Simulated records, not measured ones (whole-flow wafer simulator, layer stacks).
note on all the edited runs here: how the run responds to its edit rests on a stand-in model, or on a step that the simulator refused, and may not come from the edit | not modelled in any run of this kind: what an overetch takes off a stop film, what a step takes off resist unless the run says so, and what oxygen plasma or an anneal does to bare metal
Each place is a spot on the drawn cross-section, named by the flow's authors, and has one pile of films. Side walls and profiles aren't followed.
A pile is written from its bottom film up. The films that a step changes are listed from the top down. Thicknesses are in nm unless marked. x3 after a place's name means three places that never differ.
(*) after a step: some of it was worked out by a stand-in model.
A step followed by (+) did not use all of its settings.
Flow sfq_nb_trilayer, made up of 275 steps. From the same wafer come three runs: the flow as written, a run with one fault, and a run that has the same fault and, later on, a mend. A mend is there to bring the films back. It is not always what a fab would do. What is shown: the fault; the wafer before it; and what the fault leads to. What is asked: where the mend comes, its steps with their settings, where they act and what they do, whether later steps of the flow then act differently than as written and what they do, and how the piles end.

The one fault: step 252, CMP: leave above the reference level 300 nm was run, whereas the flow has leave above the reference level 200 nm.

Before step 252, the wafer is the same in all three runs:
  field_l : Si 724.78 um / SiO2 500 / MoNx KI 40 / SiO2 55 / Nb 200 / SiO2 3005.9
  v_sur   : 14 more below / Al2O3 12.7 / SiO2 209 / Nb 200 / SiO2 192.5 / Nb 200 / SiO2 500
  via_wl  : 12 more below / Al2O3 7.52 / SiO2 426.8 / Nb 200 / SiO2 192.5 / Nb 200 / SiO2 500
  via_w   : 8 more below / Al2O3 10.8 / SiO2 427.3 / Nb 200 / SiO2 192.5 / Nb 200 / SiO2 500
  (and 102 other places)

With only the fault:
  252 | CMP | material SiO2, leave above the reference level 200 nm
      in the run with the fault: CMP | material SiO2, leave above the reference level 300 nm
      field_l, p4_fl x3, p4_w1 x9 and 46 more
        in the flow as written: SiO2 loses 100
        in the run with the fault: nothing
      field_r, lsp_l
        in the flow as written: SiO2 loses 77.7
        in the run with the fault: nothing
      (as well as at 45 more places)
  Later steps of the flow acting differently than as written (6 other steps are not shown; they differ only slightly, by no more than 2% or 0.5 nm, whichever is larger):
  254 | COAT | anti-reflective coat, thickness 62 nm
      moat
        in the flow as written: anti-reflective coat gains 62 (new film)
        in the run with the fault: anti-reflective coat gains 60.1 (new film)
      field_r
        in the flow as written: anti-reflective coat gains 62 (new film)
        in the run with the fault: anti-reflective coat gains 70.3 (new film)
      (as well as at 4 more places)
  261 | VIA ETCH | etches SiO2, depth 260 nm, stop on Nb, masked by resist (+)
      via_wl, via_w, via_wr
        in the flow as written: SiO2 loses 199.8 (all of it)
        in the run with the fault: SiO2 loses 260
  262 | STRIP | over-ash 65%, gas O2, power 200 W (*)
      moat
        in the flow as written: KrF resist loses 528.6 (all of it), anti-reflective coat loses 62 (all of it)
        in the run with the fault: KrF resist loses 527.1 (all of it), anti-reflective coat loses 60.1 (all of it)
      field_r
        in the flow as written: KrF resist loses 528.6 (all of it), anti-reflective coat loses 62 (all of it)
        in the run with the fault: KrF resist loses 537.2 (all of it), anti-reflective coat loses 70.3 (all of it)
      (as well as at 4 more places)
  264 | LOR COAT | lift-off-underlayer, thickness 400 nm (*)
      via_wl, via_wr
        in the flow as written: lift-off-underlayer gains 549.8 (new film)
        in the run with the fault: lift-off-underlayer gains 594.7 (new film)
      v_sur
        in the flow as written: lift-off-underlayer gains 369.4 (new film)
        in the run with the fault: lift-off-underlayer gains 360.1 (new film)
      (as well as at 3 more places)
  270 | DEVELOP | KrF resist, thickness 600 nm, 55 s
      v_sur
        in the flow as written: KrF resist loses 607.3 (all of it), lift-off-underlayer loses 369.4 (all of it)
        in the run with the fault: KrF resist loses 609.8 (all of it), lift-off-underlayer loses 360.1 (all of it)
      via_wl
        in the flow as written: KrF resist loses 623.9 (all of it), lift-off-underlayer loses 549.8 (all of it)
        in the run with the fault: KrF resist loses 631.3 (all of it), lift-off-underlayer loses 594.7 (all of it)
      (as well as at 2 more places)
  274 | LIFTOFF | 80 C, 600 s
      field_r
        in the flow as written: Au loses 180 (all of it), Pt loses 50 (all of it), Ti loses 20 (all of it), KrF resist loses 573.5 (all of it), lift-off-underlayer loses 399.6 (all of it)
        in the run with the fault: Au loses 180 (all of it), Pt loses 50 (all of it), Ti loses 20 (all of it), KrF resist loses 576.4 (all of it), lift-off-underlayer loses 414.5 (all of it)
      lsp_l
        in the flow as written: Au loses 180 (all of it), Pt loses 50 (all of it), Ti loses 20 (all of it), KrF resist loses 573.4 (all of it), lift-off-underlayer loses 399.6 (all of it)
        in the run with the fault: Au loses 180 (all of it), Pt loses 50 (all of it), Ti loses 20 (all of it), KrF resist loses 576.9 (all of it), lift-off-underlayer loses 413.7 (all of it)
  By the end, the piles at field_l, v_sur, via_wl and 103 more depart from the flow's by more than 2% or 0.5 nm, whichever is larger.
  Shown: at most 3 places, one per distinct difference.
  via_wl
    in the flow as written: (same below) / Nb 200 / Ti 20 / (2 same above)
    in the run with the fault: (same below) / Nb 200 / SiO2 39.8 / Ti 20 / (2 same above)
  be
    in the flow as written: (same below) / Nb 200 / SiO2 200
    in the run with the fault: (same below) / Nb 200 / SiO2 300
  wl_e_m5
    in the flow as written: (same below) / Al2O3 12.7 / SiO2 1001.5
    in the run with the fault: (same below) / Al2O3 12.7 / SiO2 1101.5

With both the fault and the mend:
  After step 259 comes the mend.
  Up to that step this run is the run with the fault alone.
  259a | STRIP | over-ash 65%, gas O2, power 200 W (*)
      p4_fl x3, p4_w1 x9, p4_g1 x2 and 63 more
        KrF resist loses 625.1 (all of it), anti-reflective coat loses 62 (all of it)
      via_v, wire, be, be_sur, gap, jj_sur
        KrF resist loses 624.9 (all of it), anti-reflective coat loses 61.9 (all of it)
      ce_l, c5j, ce_r, sp_r
        KrF resist loses 624.8 (all of it), anti-reflective coat loses 61.9 (all of it)
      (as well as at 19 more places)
  259b | CMP | material SiO2, leave above the reference level 200 nm (a further turn of the flow's step 252)
      field_l, v_sur, via_wl and 99 more
        SiO2 loses 100
      field_r, lsp_l
        SiO2 loses 77.7
      l0_sur, l0v
        SiO2 loses 87.8
  259c | COAT | anti-reflective coat, thickness 62 nm (a further turn of the flow's step 254)
      field_l, v_sur, via_wl and 103 more
        anti-reflective coat gains 62 (new film)
  259d | COAT | KrF resist, thickness 650 nm (a further turn of the flow's step 255)
      field_l, v_sur, via_wl and 103 more
        KrF resist gains 650 (new film)
  259e | SOFTBAKE | KrF resist (a further turn of the flow's step 256)
      alters no film at any place that is followed
  259f | EXPOSE | photomask I7, dose 11.93 mJ/cm2, NA 0.6, wavelength 248 nm (*) (a further turn of the flow's step 257)
      alters no film at any place that is followed
  259g | PEB | KrF resist, 90 s (a further turn of the flow's step 258)
      field_l, v_sur, via_wl and 103 more
        KrF resist loses 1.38
  259h | DEVELOP | KrF resist, thickness 650 nm, 60 s (a further turn of the flow's step 259)
      field_l, v_sur, via_sp and 100 more
        KrF resist loses 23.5
      via_wl, via_w, via_wr
        KrF resist loses 648.6 (all of it)
  Later steps of the flow that are run all act as written at every place that is followed.
  At every place that both follow, the piles at the end match the flow's.
